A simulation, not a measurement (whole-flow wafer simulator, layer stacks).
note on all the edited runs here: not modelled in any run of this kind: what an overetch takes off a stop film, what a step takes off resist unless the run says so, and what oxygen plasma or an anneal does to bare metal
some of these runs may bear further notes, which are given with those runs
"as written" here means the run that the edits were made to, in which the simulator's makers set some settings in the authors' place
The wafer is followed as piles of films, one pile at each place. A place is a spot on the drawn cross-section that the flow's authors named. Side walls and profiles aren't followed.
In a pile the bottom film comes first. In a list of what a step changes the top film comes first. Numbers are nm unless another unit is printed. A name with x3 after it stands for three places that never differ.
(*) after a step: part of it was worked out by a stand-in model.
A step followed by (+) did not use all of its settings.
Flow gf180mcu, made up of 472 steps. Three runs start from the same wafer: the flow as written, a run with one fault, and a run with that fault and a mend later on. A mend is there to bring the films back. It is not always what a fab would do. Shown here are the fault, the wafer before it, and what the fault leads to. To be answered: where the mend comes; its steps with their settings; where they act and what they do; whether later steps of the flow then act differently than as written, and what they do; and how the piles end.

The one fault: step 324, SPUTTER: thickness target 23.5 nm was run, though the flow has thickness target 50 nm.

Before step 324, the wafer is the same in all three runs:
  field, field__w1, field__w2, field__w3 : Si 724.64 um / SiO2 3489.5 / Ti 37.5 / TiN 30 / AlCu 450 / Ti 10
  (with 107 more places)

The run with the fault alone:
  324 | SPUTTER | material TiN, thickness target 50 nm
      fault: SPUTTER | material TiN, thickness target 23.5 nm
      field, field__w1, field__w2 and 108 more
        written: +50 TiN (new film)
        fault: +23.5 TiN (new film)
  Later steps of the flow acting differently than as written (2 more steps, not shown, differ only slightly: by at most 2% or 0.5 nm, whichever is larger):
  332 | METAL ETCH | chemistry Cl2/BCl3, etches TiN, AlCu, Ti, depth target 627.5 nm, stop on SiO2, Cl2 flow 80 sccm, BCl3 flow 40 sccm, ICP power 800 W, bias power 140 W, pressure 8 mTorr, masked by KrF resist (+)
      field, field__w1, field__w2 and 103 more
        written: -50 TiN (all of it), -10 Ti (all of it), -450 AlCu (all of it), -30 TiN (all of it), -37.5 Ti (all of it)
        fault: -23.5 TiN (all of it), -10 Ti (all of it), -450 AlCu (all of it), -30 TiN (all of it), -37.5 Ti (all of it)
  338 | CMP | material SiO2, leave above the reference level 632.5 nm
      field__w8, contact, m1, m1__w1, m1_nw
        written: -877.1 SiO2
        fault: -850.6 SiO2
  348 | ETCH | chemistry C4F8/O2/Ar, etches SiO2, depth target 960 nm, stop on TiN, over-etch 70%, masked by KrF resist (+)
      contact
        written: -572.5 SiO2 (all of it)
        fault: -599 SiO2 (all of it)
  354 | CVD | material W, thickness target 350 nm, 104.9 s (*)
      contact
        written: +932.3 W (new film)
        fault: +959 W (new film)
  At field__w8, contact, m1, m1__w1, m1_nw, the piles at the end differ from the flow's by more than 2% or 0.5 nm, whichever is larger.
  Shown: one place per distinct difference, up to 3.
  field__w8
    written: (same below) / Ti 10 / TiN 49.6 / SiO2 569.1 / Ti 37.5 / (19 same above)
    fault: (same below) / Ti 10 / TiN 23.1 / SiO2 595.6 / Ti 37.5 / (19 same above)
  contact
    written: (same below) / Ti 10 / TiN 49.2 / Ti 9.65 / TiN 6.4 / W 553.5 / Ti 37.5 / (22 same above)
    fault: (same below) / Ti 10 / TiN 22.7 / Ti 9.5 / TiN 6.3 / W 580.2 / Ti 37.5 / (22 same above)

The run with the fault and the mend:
  The mend follows step 331.
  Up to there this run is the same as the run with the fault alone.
  331a | STRIP | chemistry O2/N2, power 2160 W, pressure 1700 mTorr (*)
      field__w8, contact, m1, m1__w1, m1_nw
        -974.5 KrF resist (all of it)
  331b | SPUTTER | material TiN, thickness target 26.5 nm (the flow's step 324, run once more with other settings)
      field, field__w1, field__w2 and 108 more
        +26.5 TiN
  331c | HMDS | 120 C, 60 s (the flow's step 326, run once more)
      alters no film at any place that is followed
  331d | COAT | KrF resist, thickness 1000 nm (the flow's step 327, run once more)
      field, field__w1, field__w2 and 108 more
        +1000 KrF resist (new film)
  331e | SOFTBAKE | KrF resist (the flow's step 328, run once more)
      alters no film at any place that is followed
  331f | EXPOSE | photomask Metal3 (the flow's step 329, run once more)
      alters no film at any place that is followed
  331g | PEB | KrF resist, 135 C, 90 s (the flow's step 330, run once more)
      field, field__w1, field__w2 and 108 more
        -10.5 KrF resist
  331h | DEVELOP | thickness 1000 nm, 60 s (the flow's step 331, run once more)
      field, field__w1, field__w2 and 103 more
        -989.5 KrF resist (all of it)
      field__w8, contact, m1, m1__w1, m1_nw
        -14.9 KrF resist
  Every later step of the flow that is run acts as written at every place that is followed.
  By the end, the piles equal the flow's at every place that both follow.
